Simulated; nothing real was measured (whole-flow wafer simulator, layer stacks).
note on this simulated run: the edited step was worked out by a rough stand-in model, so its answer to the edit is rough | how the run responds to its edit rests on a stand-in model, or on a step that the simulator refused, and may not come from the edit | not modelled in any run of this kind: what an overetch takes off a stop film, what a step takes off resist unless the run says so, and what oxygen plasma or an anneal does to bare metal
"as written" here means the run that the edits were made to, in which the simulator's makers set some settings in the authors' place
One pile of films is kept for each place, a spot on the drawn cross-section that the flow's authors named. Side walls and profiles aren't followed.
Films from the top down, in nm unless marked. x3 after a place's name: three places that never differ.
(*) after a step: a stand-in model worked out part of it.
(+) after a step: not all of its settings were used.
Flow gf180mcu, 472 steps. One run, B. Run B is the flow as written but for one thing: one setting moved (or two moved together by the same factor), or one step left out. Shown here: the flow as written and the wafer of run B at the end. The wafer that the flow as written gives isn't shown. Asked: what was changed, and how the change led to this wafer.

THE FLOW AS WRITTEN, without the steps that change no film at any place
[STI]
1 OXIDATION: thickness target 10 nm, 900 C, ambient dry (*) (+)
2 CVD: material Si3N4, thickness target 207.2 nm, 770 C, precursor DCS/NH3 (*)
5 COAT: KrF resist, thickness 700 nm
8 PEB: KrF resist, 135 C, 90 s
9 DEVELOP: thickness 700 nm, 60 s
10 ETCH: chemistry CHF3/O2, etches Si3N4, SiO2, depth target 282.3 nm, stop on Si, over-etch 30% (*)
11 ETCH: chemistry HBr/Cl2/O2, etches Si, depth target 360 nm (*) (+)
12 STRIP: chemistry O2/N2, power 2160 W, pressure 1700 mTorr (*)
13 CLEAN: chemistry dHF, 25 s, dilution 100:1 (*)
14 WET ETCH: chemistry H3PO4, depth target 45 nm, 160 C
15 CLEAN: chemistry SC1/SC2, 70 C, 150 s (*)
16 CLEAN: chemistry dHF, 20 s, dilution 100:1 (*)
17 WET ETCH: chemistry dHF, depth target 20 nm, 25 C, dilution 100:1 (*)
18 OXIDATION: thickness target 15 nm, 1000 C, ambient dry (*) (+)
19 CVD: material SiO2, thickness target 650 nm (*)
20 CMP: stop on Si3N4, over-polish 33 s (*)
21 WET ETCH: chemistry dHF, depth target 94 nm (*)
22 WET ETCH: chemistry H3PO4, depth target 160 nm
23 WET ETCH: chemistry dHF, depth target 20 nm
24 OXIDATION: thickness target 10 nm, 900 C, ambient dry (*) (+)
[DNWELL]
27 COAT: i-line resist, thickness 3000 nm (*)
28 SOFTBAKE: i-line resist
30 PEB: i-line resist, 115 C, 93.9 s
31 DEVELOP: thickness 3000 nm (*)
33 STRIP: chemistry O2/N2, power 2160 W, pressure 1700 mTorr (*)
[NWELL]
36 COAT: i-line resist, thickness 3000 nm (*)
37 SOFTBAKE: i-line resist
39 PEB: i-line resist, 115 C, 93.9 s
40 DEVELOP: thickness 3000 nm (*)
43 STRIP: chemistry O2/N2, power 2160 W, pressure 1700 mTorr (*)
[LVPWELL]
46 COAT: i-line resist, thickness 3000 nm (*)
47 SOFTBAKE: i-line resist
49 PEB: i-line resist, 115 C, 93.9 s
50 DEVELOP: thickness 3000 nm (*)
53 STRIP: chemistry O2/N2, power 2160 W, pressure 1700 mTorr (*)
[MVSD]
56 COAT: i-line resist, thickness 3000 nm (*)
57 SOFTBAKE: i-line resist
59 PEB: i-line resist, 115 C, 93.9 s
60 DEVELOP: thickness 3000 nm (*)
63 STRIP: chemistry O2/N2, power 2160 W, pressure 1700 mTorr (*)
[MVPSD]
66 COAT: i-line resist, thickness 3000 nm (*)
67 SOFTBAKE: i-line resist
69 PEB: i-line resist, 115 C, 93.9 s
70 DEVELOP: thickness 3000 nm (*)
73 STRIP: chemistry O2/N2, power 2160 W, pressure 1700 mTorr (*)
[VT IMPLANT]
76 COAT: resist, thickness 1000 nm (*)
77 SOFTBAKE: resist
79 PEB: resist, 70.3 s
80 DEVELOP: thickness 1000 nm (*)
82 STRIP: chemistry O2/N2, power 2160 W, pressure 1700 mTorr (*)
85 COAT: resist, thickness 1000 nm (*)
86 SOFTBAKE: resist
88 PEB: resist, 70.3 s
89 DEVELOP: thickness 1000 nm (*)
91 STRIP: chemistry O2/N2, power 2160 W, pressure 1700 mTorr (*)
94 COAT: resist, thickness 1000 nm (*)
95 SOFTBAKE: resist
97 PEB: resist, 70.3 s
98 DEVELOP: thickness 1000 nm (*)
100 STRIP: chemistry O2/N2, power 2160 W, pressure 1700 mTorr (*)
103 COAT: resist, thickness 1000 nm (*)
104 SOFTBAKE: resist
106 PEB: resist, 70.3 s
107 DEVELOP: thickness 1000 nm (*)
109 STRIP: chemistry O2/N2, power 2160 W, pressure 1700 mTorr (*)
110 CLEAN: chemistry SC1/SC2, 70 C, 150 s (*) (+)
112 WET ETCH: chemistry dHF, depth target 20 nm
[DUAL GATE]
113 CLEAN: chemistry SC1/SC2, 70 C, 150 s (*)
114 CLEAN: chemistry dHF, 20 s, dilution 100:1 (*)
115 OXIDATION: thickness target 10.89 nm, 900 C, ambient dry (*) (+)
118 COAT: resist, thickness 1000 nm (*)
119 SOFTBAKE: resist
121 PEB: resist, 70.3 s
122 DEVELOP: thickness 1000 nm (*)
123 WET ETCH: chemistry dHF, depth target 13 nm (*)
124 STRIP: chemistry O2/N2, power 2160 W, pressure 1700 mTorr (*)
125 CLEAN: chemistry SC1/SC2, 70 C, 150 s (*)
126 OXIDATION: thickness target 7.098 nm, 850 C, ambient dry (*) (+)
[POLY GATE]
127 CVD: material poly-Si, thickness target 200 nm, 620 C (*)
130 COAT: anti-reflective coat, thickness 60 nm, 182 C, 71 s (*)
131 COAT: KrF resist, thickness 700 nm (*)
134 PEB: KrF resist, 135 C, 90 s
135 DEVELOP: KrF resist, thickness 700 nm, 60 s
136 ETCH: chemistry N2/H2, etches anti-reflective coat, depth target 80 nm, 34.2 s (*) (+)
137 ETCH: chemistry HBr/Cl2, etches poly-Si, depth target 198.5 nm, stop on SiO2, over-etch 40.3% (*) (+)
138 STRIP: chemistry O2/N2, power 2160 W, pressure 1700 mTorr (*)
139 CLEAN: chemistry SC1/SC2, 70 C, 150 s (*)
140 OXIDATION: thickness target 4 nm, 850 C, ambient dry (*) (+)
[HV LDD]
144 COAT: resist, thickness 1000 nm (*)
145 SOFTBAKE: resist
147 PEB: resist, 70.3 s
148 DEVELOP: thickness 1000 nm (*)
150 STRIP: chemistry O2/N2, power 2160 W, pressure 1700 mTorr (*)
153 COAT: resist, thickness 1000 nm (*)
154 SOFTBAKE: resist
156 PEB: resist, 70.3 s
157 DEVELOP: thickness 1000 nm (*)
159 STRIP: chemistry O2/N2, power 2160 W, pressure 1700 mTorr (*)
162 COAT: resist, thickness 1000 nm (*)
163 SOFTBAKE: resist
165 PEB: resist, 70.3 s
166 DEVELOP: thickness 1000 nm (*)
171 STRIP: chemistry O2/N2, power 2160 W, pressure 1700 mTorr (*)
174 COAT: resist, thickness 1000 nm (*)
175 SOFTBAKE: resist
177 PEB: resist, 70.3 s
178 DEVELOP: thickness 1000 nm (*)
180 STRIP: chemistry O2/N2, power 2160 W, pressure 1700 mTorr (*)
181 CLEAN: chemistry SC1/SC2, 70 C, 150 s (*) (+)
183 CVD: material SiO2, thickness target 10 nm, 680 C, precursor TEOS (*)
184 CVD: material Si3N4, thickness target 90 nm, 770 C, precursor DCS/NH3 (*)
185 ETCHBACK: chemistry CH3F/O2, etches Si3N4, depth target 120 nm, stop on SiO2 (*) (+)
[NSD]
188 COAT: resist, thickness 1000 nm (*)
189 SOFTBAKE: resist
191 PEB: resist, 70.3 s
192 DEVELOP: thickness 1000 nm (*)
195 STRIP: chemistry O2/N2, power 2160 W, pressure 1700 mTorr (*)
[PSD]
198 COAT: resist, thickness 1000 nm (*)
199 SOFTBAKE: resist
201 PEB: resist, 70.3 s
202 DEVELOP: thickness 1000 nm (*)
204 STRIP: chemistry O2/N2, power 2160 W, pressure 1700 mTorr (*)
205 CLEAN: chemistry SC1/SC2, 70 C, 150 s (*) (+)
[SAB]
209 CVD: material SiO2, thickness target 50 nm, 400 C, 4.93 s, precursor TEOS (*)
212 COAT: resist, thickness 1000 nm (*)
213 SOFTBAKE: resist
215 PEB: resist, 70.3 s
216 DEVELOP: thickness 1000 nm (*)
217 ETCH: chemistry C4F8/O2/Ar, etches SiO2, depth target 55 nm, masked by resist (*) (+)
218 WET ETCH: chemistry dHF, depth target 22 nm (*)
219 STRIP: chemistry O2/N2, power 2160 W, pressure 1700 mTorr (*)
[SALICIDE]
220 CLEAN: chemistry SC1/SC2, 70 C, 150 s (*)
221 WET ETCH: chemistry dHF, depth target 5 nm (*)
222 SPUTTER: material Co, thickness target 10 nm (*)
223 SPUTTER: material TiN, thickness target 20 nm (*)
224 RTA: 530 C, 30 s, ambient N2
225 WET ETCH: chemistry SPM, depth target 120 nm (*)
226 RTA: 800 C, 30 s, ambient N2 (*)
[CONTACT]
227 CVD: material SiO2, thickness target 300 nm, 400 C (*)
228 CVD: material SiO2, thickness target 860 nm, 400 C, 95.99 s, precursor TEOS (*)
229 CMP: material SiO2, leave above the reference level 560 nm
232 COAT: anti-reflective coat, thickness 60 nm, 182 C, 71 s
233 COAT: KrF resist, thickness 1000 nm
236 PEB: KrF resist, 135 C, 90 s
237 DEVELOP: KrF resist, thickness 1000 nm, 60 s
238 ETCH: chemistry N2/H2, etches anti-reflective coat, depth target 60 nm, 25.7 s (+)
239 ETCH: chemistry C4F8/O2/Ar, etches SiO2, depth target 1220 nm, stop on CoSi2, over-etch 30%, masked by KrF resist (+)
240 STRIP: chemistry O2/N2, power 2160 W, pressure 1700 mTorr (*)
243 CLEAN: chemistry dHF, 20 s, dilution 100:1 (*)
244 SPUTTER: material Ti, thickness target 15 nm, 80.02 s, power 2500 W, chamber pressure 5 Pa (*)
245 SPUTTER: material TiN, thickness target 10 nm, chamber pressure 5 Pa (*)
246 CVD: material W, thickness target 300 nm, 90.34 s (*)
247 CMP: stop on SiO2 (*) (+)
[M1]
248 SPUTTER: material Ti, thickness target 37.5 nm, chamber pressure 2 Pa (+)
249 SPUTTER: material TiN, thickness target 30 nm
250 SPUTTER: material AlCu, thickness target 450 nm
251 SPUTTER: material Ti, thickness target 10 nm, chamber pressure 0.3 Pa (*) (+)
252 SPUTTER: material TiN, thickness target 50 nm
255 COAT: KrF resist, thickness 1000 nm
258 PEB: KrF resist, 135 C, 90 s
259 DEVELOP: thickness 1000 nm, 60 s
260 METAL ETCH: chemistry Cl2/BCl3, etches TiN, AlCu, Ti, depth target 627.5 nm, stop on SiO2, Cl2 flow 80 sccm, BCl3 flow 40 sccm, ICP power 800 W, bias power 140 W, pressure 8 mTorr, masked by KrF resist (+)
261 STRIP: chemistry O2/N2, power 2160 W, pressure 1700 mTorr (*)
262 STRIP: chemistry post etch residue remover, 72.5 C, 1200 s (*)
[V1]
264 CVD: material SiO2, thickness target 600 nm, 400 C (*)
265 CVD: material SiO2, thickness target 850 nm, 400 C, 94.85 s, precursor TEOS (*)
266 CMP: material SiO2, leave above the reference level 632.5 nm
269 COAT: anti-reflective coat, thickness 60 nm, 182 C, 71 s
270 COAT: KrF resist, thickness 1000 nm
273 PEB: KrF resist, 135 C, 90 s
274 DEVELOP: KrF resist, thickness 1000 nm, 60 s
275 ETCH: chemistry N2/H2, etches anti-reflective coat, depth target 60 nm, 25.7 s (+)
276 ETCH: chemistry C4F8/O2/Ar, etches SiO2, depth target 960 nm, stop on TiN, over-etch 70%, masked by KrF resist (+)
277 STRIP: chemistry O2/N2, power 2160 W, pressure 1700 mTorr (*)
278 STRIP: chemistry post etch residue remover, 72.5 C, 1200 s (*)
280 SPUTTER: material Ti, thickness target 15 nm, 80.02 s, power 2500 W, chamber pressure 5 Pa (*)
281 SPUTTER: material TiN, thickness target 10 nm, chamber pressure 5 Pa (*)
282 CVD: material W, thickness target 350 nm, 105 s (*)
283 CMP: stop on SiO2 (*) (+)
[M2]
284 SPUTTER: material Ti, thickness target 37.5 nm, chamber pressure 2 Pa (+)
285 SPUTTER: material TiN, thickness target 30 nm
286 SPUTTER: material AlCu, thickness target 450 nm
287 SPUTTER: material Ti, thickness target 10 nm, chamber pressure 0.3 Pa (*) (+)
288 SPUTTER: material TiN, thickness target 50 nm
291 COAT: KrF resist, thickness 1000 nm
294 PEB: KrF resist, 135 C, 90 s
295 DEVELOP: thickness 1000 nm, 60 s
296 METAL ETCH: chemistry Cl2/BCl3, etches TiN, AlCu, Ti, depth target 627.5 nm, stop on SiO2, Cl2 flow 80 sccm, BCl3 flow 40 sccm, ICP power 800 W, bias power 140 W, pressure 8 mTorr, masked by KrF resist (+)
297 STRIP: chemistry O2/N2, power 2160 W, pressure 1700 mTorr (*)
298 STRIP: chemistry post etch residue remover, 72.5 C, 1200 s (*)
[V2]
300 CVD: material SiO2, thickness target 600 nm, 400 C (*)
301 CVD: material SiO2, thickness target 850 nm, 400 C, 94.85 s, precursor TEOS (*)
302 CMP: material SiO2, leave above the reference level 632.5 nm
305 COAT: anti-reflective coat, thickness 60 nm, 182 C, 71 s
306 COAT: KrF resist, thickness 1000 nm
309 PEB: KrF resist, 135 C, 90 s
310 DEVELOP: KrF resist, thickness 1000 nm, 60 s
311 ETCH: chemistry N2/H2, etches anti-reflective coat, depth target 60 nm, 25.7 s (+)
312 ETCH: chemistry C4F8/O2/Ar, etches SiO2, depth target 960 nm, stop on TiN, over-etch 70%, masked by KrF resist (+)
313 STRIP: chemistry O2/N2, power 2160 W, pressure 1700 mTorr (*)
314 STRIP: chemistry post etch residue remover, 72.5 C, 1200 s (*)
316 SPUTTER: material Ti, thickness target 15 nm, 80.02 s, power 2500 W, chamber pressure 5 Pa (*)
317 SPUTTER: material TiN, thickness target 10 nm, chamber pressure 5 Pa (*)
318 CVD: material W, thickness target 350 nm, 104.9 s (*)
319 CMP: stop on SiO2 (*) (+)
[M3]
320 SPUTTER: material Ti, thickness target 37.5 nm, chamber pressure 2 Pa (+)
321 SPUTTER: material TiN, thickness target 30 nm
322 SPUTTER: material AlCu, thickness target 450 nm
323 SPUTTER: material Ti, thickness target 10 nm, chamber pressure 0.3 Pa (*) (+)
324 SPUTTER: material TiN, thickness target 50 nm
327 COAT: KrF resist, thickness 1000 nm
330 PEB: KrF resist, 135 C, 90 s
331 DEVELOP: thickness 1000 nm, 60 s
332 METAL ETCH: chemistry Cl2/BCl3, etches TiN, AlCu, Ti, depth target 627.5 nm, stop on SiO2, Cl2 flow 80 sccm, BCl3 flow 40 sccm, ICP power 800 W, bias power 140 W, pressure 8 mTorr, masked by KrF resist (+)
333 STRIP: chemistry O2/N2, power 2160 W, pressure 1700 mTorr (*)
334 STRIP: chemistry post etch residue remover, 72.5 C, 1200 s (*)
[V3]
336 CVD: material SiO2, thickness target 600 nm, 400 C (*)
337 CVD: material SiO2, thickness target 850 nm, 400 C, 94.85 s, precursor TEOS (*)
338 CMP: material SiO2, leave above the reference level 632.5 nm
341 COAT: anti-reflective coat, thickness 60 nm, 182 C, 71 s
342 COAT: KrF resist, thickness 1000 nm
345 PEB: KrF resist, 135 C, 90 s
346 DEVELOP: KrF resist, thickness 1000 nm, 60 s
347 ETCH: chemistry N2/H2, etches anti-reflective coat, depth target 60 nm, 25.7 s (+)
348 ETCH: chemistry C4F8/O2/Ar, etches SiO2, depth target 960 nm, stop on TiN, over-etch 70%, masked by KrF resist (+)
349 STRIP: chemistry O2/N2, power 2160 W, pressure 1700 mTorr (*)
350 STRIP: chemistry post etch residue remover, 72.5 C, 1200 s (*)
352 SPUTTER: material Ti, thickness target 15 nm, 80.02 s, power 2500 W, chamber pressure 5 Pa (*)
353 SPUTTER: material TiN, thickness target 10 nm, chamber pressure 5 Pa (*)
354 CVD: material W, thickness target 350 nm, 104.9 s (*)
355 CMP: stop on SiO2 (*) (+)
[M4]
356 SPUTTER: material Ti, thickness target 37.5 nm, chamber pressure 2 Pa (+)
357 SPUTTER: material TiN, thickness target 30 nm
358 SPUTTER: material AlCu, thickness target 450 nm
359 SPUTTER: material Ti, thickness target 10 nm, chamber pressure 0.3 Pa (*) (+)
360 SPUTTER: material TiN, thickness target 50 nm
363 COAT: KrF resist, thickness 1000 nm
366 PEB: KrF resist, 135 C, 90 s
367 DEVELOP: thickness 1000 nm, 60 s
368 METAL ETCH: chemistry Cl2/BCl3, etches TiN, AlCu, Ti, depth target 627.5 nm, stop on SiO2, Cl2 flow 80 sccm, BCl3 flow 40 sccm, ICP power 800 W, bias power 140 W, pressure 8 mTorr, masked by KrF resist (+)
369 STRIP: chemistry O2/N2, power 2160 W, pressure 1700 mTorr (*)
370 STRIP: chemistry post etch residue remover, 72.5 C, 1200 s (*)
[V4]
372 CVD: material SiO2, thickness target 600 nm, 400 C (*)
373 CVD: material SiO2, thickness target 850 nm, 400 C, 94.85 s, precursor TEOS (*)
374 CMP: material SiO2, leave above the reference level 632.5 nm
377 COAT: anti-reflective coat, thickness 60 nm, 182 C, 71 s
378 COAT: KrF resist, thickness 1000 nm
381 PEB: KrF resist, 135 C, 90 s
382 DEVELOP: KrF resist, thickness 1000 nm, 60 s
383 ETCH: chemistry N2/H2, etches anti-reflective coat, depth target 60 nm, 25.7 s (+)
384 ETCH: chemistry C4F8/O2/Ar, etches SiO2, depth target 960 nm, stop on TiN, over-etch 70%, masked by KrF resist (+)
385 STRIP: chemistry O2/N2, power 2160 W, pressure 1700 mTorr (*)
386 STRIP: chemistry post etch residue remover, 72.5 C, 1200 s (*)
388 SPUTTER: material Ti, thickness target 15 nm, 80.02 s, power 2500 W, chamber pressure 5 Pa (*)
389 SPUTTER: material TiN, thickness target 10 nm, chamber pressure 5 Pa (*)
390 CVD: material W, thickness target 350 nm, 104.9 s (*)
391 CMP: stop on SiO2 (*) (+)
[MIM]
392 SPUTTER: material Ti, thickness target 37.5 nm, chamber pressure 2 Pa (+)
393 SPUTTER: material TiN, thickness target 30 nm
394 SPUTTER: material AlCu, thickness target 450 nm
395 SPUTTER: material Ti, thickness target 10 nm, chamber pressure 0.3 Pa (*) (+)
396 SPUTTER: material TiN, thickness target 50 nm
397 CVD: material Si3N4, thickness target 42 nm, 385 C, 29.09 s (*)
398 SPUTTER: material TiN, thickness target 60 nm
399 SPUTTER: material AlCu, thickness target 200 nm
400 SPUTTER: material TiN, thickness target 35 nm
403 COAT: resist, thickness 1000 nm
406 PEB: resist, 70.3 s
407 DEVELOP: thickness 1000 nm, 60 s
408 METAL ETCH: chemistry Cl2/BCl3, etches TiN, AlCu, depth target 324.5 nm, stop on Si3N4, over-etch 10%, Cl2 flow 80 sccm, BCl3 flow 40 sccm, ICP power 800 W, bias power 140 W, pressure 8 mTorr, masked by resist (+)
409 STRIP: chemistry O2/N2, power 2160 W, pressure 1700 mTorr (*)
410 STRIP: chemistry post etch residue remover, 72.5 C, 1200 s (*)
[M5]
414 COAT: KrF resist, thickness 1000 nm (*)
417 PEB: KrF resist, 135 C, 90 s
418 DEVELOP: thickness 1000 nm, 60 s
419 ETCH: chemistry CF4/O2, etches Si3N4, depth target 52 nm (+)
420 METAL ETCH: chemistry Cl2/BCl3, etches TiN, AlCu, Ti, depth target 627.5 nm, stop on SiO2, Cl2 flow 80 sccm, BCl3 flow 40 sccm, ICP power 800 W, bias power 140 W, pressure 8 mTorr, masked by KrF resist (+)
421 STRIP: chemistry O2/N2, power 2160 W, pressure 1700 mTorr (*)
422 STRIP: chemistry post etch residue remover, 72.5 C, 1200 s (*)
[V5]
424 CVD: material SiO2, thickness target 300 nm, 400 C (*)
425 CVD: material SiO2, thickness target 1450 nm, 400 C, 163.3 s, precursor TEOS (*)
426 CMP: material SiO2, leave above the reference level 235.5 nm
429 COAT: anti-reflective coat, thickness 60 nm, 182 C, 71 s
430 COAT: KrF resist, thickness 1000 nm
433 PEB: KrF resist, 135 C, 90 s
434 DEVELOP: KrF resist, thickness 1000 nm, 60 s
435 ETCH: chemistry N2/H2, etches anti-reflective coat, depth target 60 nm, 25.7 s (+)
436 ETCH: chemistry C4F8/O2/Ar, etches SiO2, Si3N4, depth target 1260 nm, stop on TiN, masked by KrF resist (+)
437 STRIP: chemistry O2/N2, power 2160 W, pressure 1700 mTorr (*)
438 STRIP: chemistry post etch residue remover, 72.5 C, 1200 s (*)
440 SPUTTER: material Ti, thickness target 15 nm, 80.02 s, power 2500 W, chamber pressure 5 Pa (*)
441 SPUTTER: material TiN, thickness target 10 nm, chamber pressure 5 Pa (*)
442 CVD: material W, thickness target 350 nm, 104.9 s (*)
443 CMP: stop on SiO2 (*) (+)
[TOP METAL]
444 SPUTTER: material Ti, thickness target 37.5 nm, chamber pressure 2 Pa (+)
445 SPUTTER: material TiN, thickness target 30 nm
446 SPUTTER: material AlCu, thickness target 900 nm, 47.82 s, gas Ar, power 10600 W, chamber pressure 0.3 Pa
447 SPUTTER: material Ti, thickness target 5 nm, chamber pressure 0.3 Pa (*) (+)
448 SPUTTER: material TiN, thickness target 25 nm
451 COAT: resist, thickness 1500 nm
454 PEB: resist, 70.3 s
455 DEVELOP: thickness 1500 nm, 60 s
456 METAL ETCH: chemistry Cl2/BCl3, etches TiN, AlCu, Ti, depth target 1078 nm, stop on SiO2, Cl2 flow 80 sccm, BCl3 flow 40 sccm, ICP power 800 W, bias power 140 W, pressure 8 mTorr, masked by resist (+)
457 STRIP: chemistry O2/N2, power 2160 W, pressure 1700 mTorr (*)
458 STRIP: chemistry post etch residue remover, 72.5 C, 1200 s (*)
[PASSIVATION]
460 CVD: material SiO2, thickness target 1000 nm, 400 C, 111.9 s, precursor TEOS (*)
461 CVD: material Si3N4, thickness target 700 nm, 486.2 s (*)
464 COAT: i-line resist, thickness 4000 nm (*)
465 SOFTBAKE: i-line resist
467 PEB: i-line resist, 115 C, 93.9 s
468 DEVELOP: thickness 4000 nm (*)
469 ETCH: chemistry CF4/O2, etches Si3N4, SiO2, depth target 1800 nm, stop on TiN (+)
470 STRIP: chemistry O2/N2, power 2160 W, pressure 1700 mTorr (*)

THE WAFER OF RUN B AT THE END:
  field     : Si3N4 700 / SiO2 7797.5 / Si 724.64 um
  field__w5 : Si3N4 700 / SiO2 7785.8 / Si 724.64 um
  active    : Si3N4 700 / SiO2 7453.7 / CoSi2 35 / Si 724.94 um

The cause: step 425, CVD: thickness target 710 nm was run, where the flow has thickness target 1450 nm; step 425, CVD: 80.01 s was run, where the flow has 163.3 s.

How the change led to this, step by step:
  425 CVD: material SiO2, thickness target 1450 nm, 400 C, 163.3 s, precursor TEOS (*)
      field, field__w1, field__w4 and 100 more: SiO2 +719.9 (as written it would be: SiO2 +1450)
      field__w2, field__w3, field__w12 and 6 more: SiO2 +706.5 (as written it would be: SiO2 +1421.8)
  426 CMP: material SiO2, leave above the reference level 235.5 nm
      field, field__w1, field__w5 and 92 more: nothing (as written it would be: SiO2 -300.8)
      field__w2, field__w3, field__w12 and 6 more: nothing (as written it would be: SiO2 -272.7)
      (and at 8 more places)
  429 COAT: anti-reflective coat, thickness 60 nm, 182 C, 71 s
      field_sub, field_sub__w2, field_sub__w3 and 8 more: anti-reflective coat +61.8 (new film) (as written it would be: anti-reflective coat +60 (new film))
      p_well, sti, spacer, sd_n, pad, dice_street, active_nat: anti-reflective coat +63 (new film) (as written it would be: anti-reflective coat +60 (new film))
      (and at 56 more places)
  430 COAT: KrF resist, thickness 1000 nm
      field: KrF resist +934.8 (new film) (as written it would be: KrF resist +1000 (new film))
      field__w5: KrF resist +1024 (new film) (as written it would be: KrF resist +1000 (new film))
      (and at 28 more places)
  433 PEB: KrF resist, 135 C, 90 s
      field__w7, gate_p: KrF resist -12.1 (as written it would be: KrF resist -10.5)
      ppoly_u, npoly_sal: KrF resist -12 (as written it would be: KrF resist -10.5)
      (and at 18 more places)
  434 DEVELOP: KrF resist, thickness 1000 nm, 60 s
      contact: KrF resist -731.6 (all of it) (as written it would be: KrF resist -989.5 (all of it))
  435 ETCH: chemistry N2/H2, etches anti-reflective coat, depth target 60 nm, 25.7 s (+)
      contact: anti-reflective coat -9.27 (all of it), SiO2 -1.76 (as written it would be: anti-reflective coat -60 (all of it), SiO2 -0.46)
  437 STRIP: chemistry O2/N2, power 2160 W, pressure 1700 mTorr (*)
      p_well, sti, spacer, sd_n, pad, dice_street: KrF resist -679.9 (all of it), anti-reflective coat -63 (all of it) (as written it would be: KrF resist -679.2 (all of it), anti-reflective coat -60 (all of it))
      field_sub__w3, ld_sd_p, ld_acc_p, ld_fp_p: KrF resist -683.3 (all of it), anti-reflective coat -61.8 (all of it) (as written it would be: KrF resist -679.2 (all of it), anti-reflective coat -60 (all of it))
      (and at 64 more places)
  440 SPUTTER: material Ti, thickness target 15 nm, 80.02 s, power 2500 W, chamber pressure 5 Pa (*)
      field__w2: Ti +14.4 (new film) (as written it would be: Ti +15 (new film))
      contact: Ti +10.4 (new film) (as written it would be: Ti +8.12 (new film))
  441 SPUTTER: material TiN, thickness target 10 nm, chamber pressure 5 Pa (*)
      contact: TiN +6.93 (new film) (as written it would be: TiN +5.38 (new film))
  442 CVD: material W, thickness target 350 nm, 104.9 s (*)
      contact: W +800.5 (new film) (as written it would be: W +1233.6 (new film))
  443 CMP: stop on SiO2 (*) (+)
      field__w3, field__w12, npoly_sal, ppoly_sal, nw_sep_fld, gate_hv5, gate_p_hv5, sti_nw: W -350 (all of it), TiN -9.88 (all of it), Ti -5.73 (as written it would be: W -350 (all of it), TiN -10 (all of it), Ti -15 (all of it), SiO2 -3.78)
      field__w2: W -350.1 (all of it), TiN -9.59 (all of it), Ti -5.32 (as written it would be: W -350 (all of it), TiN -10 (all of it), Ti -15 (all of it), SiO2 -3.78)
      (and at 102 more places)
  444 SPUTTER: material Ti, thickness target 37.5 nm, chamber pressure 2 Pa (+)
      field__w2, field__w3, field__w12 and 6 more: Ti +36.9 (as written it would be: Ti +37.5 (new film))
  445 SPUTTER: material TiN, thickness target 30 nm
      field__w2, field__w3, field__w12 and 6 more: TiN +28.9 (new film) (as written it would be: TiN +30 (new film))
  446 SPUTTER: material AlCu, thickness target 900 nm, 47.82 s, gas Ar, power 10600 W, chamber pressure 0.3 Pa
      field__w2, field__w3, field__w12 and 6 more: AlCu +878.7 (new film) (as written it would be: AlCu +900 (new film))
  447 SPUTTER: material Ti, thickness target 5 nm, chamber pressure 0.3 Pa (*) (+)
      field__w2: Ti +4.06 (new film) (as written it would be: Ti +5 (new film))
  ... 10 more steps ...
  470 STRIP: chemistry O2/N2, power 2160 W, pressure 1700 mTorr (*)
      field__w8, m1__w1: i-line resist -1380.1 (all of it) (as written it would be: i-line resist -1775.9 (all of it))
      m1: i-line resist -1396.8 (all of it) (as written it would be: i-line resist -1798.9 (all of it))
      (and at 3 more places)
